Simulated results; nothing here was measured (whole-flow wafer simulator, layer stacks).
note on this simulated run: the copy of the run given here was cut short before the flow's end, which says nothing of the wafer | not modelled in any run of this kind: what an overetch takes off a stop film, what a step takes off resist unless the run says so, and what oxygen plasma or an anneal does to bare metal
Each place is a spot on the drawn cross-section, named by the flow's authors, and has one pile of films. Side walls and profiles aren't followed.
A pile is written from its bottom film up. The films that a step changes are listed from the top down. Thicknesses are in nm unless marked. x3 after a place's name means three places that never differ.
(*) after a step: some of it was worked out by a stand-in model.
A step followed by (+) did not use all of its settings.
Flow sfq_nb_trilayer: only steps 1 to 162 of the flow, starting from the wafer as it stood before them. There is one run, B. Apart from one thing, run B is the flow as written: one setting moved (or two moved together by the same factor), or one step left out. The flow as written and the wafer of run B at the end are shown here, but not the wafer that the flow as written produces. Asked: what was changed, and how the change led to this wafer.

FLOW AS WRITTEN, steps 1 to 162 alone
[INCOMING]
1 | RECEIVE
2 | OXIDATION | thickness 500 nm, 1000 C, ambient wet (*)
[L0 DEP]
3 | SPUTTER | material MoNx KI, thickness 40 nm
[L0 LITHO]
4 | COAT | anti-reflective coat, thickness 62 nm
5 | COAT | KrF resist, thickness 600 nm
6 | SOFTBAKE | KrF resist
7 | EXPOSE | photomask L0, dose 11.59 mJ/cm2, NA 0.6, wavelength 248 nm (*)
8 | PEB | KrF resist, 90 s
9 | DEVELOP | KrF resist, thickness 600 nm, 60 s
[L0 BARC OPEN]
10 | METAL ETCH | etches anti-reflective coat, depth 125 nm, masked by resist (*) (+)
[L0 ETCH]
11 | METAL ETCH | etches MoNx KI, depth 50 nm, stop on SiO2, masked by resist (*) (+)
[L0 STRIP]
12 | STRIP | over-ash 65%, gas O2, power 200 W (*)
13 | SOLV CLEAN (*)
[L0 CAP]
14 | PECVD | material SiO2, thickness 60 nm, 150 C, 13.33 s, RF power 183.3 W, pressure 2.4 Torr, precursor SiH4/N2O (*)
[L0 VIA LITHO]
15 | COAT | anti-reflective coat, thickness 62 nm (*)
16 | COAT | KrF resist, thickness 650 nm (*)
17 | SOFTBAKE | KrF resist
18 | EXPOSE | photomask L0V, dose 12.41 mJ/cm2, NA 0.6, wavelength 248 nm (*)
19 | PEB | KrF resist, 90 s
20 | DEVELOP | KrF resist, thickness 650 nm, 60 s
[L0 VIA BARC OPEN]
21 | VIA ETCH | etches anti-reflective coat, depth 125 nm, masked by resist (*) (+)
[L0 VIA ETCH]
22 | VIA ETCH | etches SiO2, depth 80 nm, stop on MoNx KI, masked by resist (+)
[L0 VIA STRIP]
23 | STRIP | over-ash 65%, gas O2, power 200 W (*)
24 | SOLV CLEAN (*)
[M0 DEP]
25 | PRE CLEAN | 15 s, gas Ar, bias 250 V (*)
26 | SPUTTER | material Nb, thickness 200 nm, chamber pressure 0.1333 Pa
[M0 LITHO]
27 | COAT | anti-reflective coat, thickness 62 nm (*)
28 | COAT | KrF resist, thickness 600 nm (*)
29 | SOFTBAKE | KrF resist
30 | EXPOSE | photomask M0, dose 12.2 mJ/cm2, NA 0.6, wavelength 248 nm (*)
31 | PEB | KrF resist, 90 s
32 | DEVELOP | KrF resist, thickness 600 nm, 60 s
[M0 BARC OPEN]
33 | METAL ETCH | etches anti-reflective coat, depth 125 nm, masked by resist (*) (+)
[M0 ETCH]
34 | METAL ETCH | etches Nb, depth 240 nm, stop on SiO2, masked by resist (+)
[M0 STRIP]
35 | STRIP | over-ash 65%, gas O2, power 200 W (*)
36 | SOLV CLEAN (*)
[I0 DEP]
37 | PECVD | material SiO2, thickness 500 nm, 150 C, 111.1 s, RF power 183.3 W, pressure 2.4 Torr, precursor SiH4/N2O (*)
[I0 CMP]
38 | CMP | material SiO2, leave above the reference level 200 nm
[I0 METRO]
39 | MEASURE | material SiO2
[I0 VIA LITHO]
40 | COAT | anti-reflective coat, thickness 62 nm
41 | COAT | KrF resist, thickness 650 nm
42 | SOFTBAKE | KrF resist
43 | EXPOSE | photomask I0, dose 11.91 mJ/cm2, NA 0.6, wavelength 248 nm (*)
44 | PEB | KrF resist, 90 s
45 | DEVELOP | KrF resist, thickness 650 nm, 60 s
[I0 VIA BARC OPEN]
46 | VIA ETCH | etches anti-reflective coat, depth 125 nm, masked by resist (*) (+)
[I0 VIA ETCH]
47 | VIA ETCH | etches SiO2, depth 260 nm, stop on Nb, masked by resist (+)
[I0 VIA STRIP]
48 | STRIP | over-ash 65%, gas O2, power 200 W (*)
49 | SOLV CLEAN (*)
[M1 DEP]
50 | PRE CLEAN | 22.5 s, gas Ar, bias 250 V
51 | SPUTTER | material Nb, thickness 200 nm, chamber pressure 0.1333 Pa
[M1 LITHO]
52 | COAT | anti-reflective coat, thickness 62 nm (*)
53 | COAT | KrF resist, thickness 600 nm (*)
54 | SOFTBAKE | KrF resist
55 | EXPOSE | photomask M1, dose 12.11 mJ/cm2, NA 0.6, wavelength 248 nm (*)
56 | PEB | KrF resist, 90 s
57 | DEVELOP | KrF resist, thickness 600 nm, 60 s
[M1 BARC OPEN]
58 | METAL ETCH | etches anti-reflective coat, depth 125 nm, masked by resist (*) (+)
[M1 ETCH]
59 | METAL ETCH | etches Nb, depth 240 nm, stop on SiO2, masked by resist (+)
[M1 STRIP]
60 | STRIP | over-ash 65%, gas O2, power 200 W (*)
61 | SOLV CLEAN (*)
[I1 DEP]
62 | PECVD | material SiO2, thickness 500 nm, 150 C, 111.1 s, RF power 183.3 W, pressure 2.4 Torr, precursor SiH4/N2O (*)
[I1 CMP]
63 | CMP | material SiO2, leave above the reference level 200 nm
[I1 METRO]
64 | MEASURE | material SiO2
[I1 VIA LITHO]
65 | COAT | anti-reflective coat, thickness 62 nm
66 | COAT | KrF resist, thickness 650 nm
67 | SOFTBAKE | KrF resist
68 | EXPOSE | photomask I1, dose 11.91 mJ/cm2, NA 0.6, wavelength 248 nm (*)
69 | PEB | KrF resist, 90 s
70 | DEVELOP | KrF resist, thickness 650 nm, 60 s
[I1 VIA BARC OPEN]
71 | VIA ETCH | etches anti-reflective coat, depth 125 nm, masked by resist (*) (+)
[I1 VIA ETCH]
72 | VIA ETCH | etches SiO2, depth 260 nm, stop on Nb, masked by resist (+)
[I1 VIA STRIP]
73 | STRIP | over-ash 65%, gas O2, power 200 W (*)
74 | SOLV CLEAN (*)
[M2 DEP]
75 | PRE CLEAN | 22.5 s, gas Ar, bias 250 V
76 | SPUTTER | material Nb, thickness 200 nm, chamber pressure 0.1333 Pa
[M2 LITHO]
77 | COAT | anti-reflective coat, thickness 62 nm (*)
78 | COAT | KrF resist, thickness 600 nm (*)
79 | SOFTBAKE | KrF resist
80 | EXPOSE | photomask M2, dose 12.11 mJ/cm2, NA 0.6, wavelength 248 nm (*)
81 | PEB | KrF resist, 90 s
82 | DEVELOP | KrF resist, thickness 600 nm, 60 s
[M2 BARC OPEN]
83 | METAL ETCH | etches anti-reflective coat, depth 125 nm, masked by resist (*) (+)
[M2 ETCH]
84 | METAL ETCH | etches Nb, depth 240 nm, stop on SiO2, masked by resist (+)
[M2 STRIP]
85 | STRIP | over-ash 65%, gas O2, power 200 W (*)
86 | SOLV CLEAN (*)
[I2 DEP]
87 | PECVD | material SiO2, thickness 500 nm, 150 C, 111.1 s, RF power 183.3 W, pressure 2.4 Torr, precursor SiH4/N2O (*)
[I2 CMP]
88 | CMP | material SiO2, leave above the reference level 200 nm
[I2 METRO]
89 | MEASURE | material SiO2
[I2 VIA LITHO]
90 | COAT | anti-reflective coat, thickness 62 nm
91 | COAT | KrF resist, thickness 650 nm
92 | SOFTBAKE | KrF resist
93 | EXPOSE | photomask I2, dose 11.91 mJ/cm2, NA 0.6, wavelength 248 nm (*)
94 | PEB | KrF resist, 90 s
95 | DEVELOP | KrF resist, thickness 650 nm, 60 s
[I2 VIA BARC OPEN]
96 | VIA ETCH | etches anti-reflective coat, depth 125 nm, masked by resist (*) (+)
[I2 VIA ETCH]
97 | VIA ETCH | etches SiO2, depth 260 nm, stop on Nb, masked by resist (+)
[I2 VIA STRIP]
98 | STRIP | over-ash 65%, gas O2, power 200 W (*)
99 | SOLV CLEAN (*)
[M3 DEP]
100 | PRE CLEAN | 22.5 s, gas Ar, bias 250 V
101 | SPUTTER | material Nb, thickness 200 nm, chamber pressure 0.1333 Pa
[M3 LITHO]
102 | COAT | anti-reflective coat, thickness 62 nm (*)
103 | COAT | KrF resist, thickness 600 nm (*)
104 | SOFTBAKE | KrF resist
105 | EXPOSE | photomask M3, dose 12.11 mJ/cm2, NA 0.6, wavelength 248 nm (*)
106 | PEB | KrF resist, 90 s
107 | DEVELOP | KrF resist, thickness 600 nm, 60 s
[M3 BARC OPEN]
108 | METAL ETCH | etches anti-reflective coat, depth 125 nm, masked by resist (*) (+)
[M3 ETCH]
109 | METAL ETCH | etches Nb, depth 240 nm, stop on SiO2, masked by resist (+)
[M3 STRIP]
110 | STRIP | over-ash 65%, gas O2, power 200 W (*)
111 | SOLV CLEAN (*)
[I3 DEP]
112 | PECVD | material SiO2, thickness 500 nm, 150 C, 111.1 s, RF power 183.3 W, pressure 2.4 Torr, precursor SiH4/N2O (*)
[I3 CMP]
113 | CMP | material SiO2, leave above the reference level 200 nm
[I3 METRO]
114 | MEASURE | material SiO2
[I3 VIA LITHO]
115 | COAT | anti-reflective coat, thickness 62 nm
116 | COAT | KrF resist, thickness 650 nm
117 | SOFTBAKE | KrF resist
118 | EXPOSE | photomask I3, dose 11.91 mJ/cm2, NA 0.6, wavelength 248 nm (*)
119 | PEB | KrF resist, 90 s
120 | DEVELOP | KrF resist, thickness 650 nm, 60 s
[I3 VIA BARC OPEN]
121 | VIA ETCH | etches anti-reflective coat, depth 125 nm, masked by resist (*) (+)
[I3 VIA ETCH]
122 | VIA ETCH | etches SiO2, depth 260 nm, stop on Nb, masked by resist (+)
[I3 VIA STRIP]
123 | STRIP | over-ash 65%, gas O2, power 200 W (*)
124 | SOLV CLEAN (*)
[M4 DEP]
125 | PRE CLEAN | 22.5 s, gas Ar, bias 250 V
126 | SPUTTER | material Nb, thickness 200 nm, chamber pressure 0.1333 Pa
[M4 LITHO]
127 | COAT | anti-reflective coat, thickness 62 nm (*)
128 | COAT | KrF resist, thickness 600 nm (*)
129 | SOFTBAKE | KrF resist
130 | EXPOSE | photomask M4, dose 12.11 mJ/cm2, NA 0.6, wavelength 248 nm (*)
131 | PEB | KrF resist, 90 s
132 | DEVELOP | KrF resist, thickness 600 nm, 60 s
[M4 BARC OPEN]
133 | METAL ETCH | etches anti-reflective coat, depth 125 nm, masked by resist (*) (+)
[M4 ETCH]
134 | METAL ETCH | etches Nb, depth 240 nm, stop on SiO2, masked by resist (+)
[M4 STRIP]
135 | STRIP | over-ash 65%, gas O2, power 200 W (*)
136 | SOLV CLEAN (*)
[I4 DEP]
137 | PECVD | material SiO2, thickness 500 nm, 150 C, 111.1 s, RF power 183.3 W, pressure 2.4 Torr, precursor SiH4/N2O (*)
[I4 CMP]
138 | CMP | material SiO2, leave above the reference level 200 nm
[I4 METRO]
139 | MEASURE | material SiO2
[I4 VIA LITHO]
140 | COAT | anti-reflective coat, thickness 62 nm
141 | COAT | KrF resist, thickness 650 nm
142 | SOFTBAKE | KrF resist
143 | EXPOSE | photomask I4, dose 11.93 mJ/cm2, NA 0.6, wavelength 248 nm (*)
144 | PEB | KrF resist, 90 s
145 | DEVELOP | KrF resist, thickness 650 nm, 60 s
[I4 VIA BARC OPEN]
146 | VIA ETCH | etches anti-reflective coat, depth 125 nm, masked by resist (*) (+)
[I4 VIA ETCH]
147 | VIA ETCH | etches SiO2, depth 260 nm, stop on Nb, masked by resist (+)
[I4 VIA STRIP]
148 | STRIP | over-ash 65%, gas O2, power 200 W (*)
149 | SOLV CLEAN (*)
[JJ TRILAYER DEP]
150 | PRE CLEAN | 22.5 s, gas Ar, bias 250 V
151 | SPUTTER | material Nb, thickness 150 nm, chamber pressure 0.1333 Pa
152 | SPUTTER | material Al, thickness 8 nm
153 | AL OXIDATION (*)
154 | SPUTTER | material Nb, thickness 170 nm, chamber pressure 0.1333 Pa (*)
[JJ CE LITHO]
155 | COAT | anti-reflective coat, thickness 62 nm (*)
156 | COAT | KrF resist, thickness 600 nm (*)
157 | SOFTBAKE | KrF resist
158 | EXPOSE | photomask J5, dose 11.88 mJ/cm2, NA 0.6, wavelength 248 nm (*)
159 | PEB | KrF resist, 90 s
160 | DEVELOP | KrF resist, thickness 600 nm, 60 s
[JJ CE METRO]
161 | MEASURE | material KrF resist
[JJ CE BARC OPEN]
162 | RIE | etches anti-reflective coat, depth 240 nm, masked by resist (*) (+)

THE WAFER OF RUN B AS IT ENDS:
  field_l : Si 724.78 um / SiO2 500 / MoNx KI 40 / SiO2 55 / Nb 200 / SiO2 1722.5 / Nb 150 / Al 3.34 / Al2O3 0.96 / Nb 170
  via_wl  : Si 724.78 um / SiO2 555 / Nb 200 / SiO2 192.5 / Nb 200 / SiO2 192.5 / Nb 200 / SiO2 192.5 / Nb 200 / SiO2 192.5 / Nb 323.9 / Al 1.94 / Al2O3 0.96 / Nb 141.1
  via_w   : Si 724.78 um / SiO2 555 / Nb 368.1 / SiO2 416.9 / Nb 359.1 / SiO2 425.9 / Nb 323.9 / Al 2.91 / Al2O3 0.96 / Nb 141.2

The reason: step 152, SPUTTER: thickness 3.92 nm was run, while the flow as written has thickness 8 nm.

How this came from the change, step by step:
  152 | SPUTTER | material Al, thickness 8 nm
      field_l, v_sur, via_sp and 100 more: Al gains 3.92 (new film) (it would be, as written: Al gains 8 (new film))
      via_wl, via_wr: Al gains 2.52 (new film) (it would be, as written: Al gains 5.14 (new film))
      (also at 1 further place)
  155 | COAT | anti-reflective coat, thickness 62 nm (*)
      via_wl, via_wr: anti-reflective coat gains 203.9 (new film) (it would be, as written: anti-reflective coat gains 209.4 (new film))
  162 | RIE | etches anti-reflective coat, depth 240 nm, masked by resist (*) (+)
      ce_l, c5j, ce_r, wl_jj: KrF resist loses 203.9 (it would be, as written: KrF resist loses 209.4)
      via_wl, via_wr: anti-reflective coat loses 203.9 (all of it) (it would be, as written: anti-reflective coat loses 209.4 (all of it))
